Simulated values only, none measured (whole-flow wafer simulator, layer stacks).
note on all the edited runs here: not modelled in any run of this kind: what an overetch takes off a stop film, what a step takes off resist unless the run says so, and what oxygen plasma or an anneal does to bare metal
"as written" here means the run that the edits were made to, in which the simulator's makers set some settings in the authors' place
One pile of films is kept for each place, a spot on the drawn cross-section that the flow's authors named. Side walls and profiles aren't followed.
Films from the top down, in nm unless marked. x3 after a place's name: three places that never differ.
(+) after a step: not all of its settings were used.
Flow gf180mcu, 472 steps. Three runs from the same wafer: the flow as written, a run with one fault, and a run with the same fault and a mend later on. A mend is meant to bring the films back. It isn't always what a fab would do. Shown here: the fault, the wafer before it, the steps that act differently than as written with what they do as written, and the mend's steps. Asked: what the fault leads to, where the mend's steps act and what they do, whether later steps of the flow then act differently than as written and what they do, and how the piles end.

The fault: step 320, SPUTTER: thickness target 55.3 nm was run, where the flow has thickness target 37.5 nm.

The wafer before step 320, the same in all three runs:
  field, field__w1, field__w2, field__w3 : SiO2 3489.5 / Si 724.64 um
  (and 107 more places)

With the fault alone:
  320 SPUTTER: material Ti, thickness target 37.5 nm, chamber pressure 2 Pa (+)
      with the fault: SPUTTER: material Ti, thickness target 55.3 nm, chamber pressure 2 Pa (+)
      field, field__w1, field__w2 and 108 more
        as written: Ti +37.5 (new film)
        with the fault: Ti +55.3 (new film)
  Later steps of the flow that act differently than as written:
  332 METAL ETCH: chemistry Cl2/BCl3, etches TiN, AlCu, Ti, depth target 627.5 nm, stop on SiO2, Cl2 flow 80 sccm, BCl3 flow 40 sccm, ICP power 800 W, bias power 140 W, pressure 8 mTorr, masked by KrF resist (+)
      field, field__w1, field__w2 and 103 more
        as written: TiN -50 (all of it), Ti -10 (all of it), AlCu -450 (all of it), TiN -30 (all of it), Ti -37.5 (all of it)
        with the fault: TiN -50 (all of it), Ti -10 (all of it), AlCu -450 (all of it), TiN -30 (all of it), Ti -55.3 (all of it)
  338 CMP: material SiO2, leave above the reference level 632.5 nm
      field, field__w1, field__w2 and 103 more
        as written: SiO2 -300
        with the fault: SiO2 -282.2
  At the end the piles differ from the flow's by more than 2% or 0.5 nm, whichever is larger, at field__w8, contact, m1, m1__w1, m1_nw.
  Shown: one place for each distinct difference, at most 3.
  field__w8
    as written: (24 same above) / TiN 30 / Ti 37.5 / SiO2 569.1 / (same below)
    with the fault: (24 same above) / TiN 30 / Ti 55.3 / SiO2 569.1 / (same below)
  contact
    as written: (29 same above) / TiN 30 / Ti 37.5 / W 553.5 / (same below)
    with the fault: (29 same above) / TiN 30 / Ti 55.3 / W 553.5 / (same below)

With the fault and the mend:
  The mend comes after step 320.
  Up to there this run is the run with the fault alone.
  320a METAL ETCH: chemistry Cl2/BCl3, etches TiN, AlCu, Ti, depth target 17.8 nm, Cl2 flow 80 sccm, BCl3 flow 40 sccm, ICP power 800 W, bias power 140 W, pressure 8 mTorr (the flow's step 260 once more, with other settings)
      field, field__w1, field__w2 and 108 more
        Ti -17.8
  No later step of the flow acts differently than as written at any place that is followed.
  At the end the piles are the same as the flow's at every place that both follow.
